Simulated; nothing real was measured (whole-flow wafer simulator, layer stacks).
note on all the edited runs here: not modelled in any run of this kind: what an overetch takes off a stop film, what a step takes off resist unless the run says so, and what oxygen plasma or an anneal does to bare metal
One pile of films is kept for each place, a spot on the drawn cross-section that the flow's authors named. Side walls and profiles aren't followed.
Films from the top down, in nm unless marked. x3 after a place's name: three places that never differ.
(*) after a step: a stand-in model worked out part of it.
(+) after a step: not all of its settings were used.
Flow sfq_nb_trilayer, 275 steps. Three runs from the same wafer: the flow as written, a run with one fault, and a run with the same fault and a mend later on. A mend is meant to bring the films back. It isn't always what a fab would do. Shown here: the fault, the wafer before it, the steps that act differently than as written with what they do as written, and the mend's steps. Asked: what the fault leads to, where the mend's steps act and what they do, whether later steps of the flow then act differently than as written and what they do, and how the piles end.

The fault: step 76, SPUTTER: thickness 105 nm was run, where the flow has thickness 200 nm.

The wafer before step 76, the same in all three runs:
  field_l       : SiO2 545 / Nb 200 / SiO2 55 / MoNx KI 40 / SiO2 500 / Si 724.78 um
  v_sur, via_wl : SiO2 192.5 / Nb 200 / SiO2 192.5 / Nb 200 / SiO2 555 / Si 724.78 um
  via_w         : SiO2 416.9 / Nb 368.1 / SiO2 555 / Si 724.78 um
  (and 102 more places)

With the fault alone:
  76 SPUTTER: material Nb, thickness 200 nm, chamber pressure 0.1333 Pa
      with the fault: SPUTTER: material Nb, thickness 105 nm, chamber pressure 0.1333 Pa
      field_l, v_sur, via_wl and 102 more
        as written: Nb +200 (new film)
        with the fault: Nb +105 (new film)
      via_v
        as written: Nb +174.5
        with the fault: Nb +92.5
  Later steps of the flow that act differently than as written (4 more steps differ only slightly, by at most 2% or 0.5 nm, whichever is larger, and aren't shown):
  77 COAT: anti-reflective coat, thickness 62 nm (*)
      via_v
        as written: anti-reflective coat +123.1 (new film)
        with the fault: anti-reflective coat +119 (new film)
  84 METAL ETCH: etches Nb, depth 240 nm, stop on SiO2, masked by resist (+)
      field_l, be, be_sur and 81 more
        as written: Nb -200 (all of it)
        with the fault: Nb -105 (all of it)
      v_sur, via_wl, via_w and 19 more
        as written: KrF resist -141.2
        with the fault: KrF resist -92.6
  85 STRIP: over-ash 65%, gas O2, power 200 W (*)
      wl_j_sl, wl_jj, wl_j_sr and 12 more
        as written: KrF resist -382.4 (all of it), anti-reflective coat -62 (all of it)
        with the fault: KrF resist -430.9 (all of it), anti-reflective coat -62 (all of it)
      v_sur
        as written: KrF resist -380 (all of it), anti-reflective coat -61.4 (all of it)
        with the fault: KrF resist -428.7 (all of it), anti-reflective coat -61.4 (all of it)
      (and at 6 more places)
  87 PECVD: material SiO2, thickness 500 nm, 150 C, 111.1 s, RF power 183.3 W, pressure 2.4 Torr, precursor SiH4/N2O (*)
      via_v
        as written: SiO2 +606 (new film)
        with the fault: SiO2 +582.7 (new film)
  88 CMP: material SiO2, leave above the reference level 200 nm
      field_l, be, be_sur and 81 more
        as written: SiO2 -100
        with the fault: SiO2 -195
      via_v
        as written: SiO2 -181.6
        with the fault: SiO2 -171.2
  At the end the piles differ from the flow's by more than 2% or 0.5 nm, whichever is larger, at field_l, v_sur, via_wl and 103 more.
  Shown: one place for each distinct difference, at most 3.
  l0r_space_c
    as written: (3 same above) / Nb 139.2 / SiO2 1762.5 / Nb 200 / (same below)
    with the fault: (3 same above) / Nb 139.2 / SiO2 1667.5 / Nb 200 / (same below)
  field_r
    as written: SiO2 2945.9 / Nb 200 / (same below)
    with the fault: SiO2 2850.9 / Nb 200 / (same below)
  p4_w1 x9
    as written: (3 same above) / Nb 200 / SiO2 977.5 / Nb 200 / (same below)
    with the fault: (3 same above) / Nb 200 / SiO2 882.5 / Nb 200 / (same below)

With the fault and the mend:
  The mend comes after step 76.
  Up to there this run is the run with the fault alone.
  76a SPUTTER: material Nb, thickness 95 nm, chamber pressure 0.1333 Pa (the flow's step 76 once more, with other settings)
      field_l, v_sur, via_wl and 102 more
        Nb +95
      via_v
        Nb +77.9
  No later step of the flow acts differently than as written, at any place that is followed, by more than 2% or 0.5 nm, whichever is larger.
  At the end the piles differ from the flow's only slightly at the places that both follow, by at most 2% or 0.5 nm, whichever is larger.
